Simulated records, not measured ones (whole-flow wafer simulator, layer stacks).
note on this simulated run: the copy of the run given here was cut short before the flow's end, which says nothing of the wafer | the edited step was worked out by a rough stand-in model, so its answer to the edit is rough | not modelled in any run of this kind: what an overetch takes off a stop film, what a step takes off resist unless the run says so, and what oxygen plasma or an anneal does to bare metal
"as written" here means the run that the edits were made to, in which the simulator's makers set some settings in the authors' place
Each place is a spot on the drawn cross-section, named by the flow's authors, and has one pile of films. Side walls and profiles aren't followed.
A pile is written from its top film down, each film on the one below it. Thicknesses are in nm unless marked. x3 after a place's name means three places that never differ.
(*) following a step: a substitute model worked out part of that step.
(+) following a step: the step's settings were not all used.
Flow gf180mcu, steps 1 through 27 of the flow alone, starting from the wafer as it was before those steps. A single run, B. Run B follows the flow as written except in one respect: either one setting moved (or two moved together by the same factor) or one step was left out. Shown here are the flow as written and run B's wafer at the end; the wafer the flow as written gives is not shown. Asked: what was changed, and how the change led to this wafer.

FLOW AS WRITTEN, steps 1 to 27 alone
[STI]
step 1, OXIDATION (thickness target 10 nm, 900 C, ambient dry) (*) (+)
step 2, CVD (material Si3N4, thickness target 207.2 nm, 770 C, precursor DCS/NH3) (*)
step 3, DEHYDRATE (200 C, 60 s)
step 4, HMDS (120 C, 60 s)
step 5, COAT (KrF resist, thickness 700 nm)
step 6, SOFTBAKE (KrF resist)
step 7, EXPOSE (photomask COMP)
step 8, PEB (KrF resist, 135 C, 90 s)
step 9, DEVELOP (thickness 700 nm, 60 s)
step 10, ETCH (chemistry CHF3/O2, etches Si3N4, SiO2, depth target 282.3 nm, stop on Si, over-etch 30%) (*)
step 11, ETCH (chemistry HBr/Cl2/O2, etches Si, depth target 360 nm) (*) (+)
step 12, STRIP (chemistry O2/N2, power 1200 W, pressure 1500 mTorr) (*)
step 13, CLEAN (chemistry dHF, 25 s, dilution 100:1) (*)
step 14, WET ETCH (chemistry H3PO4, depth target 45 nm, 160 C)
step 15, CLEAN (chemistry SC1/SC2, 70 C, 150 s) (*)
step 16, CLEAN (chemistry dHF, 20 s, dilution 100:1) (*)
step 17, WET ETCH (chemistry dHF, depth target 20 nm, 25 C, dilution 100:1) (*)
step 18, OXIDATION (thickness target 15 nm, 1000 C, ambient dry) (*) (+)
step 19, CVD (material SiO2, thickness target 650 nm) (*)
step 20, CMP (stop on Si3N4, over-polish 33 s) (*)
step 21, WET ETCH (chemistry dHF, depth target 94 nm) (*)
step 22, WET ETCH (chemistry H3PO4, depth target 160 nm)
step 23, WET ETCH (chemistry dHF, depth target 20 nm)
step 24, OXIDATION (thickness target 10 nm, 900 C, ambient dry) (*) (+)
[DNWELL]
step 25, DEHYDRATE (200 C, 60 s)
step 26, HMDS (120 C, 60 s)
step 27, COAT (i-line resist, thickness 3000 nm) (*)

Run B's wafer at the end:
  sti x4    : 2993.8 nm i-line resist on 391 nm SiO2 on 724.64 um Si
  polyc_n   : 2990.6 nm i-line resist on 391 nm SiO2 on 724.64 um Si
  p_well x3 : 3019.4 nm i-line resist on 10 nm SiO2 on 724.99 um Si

Cause: step 21, WET ETCH: depth target 109 nm was run, though the flow has depth target 94 nm.

Step by step, how the change led to this:
  step 21, WET ETCH (chemistry dHF, depth target 94 nm) (*)
      active, n_well, p_well x3 and 38 more: -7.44 Si3N4 (in the flow as written it would be: -6.43 Si3N4)
      field, field_sub, sti x4 and 31 more: -109 SiO2 (in the flow as written it would be: -94 SiO2)
